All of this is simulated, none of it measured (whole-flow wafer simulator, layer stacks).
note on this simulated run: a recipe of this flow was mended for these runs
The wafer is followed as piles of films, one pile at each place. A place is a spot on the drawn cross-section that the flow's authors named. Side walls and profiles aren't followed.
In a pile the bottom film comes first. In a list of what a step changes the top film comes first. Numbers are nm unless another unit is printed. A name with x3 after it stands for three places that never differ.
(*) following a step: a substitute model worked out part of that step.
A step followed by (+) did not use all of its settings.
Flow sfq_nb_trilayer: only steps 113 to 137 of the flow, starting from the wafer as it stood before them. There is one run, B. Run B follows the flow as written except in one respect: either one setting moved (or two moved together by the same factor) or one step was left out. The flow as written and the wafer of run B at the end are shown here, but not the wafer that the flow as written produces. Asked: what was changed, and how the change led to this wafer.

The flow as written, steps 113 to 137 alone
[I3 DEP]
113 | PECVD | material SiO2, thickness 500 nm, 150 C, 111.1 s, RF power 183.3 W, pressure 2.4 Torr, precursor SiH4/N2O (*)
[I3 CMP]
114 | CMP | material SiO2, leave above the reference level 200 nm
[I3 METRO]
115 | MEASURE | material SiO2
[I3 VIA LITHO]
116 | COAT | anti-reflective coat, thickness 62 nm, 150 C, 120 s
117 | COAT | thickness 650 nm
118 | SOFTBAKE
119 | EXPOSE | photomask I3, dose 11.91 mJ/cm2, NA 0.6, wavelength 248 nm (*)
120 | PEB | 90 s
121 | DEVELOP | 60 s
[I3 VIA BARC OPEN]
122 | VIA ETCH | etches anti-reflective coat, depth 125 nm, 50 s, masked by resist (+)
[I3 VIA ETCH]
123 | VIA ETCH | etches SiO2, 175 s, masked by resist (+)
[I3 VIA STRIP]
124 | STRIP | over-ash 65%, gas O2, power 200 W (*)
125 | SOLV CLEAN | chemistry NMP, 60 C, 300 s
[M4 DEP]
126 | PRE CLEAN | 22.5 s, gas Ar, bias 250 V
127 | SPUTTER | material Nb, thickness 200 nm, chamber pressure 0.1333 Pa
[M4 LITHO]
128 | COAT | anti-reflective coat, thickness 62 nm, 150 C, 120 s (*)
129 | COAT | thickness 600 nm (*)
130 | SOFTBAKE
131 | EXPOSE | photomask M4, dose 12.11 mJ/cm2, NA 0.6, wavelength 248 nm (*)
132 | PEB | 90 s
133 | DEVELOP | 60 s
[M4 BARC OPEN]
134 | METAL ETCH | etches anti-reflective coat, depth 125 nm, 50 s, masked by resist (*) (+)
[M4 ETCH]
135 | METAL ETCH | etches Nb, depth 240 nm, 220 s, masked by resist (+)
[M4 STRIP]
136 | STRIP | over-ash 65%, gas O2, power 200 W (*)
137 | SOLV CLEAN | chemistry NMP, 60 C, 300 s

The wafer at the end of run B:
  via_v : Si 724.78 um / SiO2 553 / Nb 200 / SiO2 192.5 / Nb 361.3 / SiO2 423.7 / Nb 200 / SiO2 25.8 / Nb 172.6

The reason: step 123, VIA ETCH: 112 s was run, though the flow has 175 s.

Step by step, how the change led to this:
  123 | VIA ETCH | etches SiO2, 175 s, masked by resist (+)
      via_v: SiO2 loses 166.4 (it would be, as written: SiO2 loses 199.7 (all of it), Nb loses 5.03)
      field_l, v_sur, via_wl and 102 more: KrF-resist-other-grade loses 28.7 (it would be, as written: KrF-resist-other-grade loses 44.8)
  124 | STRIP | over-ash 65%, gas O2, power 200 W (*)
      field_l, v_sur, via_wl and 102 more: KrF-resist-other-grade loses 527 (all of it), anti-reflective coat loses 62 (all of it) (it would be, as written: KrF-resist-other-grade loses 510.8 (all of it), anti-reflective coat loses 62 (all of it))
  126 | PRE CLEAN | 22.5 s, gas Ar, bias 250 V
      via_v: SiO2 loses 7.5 (it would be, as written: Nb loses 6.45)
  127 | SPUTTER | material Nb, thickness 200 nm, chamber pressure 0.1333 Pa
      via_v: Nb gains 172.6 (new film) (it would be, as written: Nb gains 164.5)
  128 | COAT | anti-reflective coat, thickness 62 nm, 150 C, 120 s (*)
      via_v: anti-reflective coat gains 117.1 (new film) (it would be, as written: anti-reflective coat gains 126.8 (new film))
      wire: anti-reflective coat gains 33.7 (new film) (it would be, as written: anti-reflective coat gains 34.6 (new film))
  129 | COAT | thickness 600 nm (*)
      via_v: KrF-resist-other-grade gains 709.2 (new film) (it would be, as written: KrF-resist-other-grade gains 739.4 (new film))
  136 | STRIP | over-ash 65%, gas O2, power 200 W (*)
      via_v: KrF-resist-other-grade loses 473.6 (all of it), anti-reflective coat loses 117.1 (all of it) (it would be, as written: KrF-resist-other-grade loses 503.7 (all of it), anti-reflective coat loses 126.8 (all of it))
      wire: KrF-resist-other-grade loses 373 (all of it), anti-reflective coat loses 33.7 (all of it) (it would be, as written: KrF-resist-other-grade loses 369 (all of it), anti-reflective coat loses 34.6 (all of it))
If metal films that touch count as one body, via_v has 4 bodies (between them, from the top down: SiO2 25.8; SiO2 423.7; SiO2 192.5); the flow as written gives 3 bodies (between them, from the top down: SiO2 423.7; SiO2 192.5).
